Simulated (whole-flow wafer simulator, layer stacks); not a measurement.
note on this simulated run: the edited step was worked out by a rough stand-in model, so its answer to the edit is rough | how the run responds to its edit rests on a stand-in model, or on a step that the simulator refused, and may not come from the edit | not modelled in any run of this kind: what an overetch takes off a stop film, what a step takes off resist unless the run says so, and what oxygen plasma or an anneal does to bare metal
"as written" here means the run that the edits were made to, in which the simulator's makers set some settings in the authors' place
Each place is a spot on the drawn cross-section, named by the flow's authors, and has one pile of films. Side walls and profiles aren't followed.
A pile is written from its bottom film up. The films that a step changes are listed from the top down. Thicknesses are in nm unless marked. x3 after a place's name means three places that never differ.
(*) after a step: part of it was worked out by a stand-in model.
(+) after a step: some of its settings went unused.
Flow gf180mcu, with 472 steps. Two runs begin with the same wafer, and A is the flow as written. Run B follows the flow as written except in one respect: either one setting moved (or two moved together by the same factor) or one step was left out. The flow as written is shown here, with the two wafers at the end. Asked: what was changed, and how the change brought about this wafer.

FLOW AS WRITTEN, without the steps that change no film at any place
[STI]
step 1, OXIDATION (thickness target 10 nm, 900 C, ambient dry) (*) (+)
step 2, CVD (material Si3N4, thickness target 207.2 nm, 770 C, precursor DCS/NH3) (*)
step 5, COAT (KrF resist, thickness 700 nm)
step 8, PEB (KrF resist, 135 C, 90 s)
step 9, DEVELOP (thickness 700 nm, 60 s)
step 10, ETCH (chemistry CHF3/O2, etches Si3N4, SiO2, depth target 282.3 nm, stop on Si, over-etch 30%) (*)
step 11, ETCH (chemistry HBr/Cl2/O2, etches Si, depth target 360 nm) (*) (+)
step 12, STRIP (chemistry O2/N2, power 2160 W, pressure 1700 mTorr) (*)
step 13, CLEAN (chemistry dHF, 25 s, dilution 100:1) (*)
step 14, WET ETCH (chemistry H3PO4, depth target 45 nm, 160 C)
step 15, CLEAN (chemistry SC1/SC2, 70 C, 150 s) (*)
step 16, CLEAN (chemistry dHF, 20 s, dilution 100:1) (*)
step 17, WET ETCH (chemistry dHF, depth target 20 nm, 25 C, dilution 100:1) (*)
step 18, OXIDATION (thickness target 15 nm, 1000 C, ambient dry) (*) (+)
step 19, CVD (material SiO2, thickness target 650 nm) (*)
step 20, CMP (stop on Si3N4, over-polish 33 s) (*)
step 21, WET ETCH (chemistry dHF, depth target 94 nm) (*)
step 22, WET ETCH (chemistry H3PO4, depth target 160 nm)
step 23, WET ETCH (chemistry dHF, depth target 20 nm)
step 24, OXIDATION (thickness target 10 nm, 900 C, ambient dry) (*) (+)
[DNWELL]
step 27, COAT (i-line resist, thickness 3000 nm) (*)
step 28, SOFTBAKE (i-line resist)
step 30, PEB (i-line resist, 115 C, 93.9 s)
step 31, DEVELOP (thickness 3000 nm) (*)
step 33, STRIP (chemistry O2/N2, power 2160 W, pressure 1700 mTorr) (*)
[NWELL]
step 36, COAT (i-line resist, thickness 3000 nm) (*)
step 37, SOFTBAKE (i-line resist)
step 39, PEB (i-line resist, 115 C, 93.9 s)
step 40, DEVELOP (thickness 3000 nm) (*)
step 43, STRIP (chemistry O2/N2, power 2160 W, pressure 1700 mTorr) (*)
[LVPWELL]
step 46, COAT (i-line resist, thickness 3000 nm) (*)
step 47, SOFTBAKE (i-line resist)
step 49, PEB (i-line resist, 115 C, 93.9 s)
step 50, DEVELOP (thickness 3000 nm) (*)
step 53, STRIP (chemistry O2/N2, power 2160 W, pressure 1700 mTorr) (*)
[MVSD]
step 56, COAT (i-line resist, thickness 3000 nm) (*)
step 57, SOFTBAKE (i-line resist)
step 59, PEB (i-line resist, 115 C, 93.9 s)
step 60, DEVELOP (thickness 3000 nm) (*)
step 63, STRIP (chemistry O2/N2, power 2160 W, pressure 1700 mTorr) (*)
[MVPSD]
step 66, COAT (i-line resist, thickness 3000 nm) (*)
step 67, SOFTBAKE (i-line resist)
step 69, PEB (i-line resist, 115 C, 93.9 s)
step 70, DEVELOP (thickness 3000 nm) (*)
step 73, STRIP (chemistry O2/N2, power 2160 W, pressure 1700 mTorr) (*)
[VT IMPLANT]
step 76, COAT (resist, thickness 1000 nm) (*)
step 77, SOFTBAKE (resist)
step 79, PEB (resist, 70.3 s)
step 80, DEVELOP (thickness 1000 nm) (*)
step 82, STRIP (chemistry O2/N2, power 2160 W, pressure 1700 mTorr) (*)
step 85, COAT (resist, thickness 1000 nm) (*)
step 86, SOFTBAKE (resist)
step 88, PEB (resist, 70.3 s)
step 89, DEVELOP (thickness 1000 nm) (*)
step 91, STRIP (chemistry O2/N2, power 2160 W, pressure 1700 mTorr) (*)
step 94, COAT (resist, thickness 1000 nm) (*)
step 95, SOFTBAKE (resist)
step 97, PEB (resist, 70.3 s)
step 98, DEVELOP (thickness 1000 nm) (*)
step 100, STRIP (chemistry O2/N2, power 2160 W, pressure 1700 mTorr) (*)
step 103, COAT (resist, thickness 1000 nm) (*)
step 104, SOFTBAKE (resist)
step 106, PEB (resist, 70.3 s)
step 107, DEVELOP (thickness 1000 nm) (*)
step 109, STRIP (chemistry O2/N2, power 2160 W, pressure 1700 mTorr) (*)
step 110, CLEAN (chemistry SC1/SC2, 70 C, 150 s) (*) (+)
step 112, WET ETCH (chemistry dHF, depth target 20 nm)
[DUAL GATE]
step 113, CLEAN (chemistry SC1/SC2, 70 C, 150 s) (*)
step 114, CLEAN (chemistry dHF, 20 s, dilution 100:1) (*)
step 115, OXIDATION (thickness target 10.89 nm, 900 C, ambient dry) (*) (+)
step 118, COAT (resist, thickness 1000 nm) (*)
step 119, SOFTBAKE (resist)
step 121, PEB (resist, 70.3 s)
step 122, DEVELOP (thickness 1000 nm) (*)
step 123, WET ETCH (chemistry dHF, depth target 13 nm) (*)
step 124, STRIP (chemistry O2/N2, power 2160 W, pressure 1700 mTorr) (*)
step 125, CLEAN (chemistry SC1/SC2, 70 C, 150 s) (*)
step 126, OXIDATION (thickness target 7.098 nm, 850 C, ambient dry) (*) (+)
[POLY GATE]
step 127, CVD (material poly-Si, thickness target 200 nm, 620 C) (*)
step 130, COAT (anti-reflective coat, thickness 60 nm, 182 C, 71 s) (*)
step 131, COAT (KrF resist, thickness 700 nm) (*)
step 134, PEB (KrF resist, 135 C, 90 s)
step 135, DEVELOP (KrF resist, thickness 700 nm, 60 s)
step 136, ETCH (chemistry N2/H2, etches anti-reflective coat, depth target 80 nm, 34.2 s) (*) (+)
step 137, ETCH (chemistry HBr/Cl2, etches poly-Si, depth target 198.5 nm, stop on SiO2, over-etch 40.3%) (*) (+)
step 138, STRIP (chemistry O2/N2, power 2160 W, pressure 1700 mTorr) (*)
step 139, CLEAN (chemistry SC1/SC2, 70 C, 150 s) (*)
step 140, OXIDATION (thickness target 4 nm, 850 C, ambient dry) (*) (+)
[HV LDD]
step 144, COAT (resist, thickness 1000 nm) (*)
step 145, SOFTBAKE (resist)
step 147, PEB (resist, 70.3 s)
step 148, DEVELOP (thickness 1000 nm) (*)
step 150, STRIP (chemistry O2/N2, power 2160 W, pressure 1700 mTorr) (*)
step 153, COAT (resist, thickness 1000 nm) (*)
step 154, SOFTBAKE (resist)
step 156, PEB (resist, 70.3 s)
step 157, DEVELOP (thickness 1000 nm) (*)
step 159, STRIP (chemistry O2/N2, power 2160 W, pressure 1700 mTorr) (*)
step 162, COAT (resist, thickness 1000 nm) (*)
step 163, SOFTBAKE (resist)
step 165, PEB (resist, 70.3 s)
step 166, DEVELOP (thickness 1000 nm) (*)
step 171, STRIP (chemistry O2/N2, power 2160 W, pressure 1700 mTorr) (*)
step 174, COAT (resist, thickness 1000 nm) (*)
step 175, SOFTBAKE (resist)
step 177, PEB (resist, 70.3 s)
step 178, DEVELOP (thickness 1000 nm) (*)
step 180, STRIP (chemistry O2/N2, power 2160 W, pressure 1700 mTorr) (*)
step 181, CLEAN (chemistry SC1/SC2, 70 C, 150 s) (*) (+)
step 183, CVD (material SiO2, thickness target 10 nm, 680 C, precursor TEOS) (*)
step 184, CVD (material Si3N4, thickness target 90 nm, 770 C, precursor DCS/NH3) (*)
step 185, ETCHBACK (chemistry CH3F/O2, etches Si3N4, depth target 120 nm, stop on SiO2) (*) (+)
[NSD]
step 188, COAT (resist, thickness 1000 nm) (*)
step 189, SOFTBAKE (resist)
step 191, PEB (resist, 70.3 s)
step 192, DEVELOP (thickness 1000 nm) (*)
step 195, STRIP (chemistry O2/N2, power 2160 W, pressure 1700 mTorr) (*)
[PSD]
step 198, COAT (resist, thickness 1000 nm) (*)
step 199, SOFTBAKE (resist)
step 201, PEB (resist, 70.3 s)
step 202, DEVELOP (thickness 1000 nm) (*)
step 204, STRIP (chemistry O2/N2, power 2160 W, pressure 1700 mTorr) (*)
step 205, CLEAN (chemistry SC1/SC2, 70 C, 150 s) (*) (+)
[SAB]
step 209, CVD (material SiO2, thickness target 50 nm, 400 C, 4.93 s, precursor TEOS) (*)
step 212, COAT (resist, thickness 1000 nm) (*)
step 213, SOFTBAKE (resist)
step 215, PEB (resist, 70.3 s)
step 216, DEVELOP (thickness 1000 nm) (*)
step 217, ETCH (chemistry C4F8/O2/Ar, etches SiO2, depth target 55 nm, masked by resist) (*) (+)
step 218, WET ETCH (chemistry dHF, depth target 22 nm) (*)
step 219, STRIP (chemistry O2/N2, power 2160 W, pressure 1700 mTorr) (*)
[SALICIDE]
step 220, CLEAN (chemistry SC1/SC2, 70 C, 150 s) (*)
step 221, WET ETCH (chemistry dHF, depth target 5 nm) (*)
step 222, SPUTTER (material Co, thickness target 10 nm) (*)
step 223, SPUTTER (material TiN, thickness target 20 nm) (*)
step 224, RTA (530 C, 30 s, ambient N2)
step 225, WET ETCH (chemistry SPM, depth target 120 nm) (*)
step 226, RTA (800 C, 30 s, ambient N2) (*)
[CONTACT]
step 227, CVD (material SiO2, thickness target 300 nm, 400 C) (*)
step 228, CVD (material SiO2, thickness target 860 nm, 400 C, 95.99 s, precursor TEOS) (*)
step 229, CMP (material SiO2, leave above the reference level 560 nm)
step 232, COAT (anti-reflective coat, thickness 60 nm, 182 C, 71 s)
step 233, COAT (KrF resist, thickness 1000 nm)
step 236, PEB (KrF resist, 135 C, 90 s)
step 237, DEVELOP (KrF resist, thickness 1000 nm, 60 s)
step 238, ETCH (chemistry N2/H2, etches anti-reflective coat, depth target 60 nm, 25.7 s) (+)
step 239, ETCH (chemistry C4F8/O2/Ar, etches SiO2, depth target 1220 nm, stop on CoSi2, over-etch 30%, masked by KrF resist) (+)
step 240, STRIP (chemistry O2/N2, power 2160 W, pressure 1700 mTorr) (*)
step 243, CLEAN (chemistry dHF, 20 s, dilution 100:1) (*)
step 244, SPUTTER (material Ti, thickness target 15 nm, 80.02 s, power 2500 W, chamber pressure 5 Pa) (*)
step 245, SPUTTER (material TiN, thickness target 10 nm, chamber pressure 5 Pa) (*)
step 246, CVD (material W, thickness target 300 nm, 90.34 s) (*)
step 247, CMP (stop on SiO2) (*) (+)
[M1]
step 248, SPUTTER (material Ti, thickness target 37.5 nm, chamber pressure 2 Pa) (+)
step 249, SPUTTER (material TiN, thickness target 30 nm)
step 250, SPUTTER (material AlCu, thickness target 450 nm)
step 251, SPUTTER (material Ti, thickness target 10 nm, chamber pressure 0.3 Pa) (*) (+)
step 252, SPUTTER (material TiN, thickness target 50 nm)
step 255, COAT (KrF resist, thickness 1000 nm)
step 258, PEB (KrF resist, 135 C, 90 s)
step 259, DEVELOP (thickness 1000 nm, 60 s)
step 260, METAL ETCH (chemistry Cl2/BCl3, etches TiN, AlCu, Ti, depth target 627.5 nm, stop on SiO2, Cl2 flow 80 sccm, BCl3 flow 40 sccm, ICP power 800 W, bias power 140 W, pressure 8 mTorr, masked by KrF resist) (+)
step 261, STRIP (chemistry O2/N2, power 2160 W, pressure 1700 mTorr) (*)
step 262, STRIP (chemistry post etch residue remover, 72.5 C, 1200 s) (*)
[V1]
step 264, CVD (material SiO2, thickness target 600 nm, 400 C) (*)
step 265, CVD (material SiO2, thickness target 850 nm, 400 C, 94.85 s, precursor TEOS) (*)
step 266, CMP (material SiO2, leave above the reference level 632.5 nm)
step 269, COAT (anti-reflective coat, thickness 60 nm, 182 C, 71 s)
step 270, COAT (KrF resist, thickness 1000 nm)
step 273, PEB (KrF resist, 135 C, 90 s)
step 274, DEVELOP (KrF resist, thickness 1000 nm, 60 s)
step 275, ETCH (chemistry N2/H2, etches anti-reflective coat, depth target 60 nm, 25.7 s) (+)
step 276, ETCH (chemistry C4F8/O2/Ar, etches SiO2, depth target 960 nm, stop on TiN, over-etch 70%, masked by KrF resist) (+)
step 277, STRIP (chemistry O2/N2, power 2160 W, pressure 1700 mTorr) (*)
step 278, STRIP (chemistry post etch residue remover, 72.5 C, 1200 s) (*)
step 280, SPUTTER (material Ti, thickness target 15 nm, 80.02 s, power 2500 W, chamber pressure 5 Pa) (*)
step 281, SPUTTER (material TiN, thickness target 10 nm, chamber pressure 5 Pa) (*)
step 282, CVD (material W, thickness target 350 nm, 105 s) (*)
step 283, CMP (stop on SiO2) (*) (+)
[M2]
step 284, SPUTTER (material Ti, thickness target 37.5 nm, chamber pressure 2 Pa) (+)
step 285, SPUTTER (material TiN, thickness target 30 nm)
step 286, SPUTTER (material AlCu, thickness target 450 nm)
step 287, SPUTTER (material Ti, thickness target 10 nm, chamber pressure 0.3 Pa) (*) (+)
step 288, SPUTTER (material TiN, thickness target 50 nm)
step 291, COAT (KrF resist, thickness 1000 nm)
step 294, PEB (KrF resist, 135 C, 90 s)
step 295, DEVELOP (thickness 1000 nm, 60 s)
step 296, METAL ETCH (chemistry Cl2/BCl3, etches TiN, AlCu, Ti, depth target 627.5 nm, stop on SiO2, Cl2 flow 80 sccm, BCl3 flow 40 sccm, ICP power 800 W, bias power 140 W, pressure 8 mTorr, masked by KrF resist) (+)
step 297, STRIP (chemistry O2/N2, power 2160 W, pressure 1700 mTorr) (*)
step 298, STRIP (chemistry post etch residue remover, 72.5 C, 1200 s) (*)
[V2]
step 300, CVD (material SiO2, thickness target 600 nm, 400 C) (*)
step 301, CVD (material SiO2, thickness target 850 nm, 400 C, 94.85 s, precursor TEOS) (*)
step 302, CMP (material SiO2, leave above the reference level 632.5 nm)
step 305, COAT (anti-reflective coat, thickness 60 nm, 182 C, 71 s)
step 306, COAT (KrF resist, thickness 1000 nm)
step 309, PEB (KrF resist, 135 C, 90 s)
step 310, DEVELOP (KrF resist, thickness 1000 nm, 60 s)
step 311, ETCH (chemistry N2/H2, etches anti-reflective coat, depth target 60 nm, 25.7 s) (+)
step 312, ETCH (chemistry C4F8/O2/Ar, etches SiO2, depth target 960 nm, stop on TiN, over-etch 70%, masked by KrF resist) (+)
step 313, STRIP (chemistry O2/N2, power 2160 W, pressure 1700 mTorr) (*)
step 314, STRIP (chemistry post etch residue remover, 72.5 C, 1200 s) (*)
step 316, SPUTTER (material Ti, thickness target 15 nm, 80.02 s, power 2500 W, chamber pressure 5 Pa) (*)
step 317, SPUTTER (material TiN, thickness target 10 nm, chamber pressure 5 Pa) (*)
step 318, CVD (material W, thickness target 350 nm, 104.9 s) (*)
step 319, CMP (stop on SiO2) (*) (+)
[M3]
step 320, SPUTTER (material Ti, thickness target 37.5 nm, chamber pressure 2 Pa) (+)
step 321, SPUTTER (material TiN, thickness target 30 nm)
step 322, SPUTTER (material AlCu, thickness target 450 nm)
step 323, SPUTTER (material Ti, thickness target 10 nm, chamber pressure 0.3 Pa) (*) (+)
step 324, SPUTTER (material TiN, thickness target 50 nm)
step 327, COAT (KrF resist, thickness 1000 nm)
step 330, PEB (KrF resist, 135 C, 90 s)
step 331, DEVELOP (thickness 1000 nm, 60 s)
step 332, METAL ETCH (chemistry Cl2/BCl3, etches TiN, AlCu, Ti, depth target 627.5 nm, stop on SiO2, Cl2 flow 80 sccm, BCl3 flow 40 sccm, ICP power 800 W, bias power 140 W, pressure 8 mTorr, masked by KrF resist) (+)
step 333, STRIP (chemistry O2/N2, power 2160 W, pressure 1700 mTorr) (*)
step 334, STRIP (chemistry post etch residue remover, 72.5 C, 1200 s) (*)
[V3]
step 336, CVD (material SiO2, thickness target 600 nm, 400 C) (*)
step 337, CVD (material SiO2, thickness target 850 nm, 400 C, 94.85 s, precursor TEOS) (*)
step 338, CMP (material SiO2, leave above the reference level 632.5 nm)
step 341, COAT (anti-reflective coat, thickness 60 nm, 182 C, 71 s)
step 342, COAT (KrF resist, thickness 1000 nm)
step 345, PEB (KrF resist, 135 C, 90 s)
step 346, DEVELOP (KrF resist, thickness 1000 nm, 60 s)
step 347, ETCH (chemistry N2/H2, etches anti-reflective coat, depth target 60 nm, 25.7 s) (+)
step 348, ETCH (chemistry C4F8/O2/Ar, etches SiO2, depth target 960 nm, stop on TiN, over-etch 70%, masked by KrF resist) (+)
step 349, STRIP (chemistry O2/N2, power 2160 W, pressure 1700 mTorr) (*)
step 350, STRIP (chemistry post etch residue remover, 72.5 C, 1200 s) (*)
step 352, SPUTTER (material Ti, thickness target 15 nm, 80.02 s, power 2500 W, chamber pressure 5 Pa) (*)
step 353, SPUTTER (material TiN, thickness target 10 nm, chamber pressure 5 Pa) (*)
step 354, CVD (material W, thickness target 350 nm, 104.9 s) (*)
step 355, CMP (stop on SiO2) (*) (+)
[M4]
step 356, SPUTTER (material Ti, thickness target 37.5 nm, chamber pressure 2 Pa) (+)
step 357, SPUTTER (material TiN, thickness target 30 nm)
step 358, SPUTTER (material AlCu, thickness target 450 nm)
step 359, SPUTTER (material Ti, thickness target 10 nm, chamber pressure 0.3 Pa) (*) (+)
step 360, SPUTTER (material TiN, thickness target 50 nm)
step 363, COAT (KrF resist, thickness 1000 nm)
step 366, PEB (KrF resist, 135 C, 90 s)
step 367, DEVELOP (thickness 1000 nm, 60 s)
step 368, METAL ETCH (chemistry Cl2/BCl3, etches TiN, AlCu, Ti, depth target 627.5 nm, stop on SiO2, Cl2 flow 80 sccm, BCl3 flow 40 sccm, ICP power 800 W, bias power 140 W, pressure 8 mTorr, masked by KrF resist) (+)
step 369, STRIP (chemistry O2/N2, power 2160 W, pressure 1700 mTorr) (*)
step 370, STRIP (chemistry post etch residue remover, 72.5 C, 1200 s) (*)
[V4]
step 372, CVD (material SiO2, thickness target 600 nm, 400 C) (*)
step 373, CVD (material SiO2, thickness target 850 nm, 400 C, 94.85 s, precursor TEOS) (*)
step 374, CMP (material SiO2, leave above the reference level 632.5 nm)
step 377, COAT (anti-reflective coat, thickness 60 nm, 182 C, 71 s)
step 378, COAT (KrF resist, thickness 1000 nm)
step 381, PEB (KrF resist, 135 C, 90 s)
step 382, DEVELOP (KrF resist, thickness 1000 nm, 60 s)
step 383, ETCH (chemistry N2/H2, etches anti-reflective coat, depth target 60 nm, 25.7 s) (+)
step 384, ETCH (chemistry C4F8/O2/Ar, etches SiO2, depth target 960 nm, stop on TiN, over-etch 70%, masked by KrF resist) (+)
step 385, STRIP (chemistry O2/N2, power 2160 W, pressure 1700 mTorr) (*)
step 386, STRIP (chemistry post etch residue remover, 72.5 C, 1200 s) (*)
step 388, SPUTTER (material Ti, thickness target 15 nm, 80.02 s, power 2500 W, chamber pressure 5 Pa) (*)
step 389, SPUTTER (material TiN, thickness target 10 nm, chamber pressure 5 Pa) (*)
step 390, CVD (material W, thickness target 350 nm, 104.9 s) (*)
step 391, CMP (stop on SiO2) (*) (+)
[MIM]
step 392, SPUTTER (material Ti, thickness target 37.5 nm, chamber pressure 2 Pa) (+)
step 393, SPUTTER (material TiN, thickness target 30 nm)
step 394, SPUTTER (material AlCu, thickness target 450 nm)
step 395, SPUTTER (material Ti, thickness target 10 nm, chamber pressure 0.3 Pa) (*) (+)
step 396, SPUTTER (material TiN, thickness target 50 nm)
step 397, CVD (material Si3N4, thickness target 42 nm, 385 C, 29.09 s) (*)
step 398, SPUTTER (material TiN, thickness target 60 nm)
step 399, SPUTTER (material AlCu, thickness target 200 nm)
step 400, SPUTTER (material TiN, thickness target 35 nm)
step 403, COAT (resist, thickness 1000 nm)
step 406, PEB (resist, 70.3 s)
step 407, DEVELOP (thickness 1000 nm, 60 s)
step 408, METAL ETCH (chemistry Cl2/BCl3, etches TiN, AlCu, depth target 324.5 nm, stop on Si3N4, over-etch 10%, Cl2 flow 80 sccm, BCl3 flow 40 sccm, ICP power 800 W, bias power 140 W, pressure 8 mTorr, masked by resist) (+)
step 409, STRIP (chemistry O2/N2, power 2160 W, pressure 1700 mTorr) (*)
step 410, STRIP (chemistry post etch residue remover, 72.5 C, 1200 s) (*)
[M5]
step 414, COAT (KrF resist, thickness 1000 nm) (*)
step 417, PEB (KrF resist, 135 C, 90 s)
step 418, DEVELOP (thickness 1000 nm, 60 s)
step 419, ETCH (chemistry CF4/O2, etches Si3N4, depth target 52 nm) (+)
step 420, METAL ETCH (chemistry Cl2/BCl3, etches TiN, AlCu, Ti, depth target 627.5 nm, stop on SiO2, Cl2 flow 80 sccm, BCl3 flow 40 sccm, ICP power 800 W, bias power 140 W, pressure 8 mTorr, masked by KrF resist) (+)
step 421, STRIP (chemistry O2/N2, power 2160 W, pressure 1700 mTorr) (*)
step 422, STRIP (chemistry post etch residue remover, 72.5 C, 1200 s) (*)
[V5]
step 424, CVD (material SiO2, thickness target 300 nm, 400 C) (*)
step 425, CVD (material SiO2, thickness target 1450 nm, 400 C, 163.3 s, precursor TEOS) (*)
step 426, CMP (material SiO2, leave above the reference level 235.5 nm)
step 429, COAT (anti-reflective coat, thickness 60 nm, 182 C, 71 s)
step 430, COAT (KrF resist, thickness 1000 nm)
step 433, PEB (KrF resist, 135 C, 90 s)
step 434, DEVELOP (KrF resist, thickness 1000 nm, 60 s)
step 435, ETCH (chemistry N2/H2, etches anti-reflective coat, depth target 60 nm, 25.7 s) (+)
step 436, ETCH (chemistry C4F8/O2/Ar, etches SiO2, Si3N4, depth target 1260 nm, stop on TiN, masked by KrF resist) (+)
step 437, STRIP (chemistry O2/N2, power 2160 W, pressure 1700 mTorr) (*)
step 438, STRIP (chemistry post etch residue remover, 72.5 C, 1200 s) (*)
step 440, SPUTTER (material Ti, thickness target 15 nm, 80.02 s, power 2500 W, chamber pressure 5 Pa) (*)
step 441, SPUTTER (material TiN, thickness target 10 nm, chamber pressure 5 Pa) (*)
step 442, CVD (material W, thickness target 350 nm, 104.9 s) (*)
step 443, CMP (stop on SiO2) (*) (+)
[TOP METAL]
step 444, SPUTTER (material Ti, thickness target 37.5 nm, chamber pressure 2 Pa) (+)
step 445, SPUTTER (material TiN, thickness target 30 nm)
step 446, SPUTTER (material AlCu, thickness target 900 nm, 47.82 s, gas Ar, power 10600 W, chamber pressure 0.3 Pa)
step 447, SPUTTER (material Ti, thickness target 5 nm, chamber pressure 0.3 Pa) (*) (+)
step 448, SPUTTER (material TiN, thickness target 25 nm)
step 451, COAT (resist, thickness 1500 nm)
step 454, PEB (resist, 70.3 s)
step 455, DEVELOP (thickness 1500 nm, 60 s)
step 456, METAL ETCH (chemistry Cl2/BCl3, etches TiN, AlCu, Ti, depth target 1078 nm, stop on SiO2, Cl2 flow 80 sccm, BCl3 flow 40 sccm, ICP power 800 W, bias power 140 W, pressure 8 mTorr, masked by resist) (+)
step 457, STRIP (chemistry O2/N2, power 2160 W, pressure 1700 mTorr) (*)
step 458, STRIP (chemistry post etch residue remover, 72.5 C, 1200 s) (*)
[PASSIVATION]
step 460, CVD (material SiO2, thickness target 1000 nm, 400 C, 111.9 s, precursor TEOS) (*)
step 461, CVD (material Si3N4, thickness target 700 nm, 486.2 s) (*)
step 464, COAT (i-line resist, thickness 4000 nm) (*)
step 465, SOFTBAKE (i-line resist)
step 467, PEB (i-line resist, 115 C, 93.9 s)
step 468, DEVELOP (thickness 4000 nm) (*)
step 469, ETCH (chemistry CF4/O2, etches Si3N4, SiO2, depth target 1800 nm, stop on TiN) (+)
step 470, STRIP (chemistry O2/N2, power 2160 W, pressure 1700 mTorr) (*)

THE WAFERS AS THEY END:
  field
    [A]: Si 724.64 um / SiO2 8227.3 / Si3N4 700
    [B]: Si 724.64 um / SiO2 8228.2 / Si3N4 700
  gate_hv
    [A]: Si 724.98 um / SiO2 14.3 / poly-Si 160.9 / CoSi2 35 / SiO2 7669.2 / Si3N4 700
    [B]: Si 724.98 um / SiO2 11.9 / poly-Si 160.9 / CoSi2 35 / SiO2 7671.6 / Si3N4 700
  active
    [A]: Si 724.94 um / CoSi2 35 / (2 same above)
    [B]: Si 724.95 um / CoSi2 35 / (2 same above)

Cause: step 126, OXIDATION: thickness target 4.259 nm was run, though the flow has thickness target 7.098 nm.

How this came from the change, step by step:
  step 126, OXIDATION (thickness target 7.098 nm, 850 C, ambient dry) (*) (+)
      gate_hv, active_hv, active_nat and 25 more: A SiO2 gains 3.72, Si loses 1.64 | B SiO2 gains 1.35, Si loses 0.6
      active, n_well, p_well and 12 more: A SiO2 gains 7.1 (new film), chemical SiO2 loses 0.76 (all of it), Si loses 2.79 | B SiO2 gains 4.26 (new film), chemical SiO2 loses 0.76 (all of it), Si loses 1.54
  step 189, SOFTBAKE (resist)
      field__w9: A resist gains 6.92 | B resist loses 3.07
      active_hv: A resist gains 2.68 | B resist loses 0.49
      (also at 1 further place)
  step 199, SOFTBAKE (resist)
      field__w9: A resist gains 6.92 | B resist loses 3.07
      active_hv: A resist gains 2.68 | B resist loses 0.49
      (also at 1 further place)
  step 218, WET ETCH (chemistry dHF, depth target 22 nm) (*)
      active, p_well, sd_n, iso_ptap_pw, iso_ntap_nw, iso_ptap_sub, vpnp_e: A SiO2 loses 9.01 (all of it) | B SiO2 loses 6.48 (all of it)
      ldn_tap, ldn_src, ldn_drn, ldp_tap, ldp_src, ldp_drn, ldp_gr: A SiO2 loses 16 (all of it) | B SiO2 loses 13.7 (all of it)
      (also at 9 further places)
  step 223, SPUTTER (material TiN, thickness target 20 nm) (*)
      field__w12: A TiN gains 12 (new film) | B TiN gains 12.6 (new film)
  step 225, WET ETCH (chemistry SPM, depth target 120 nm) (*)
      field__w12: A TiN loses 12 (all of it), Co loses 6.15 (all of it) | B TiN loses 12.6 (all of it), Co loses 6.16 (all of it)
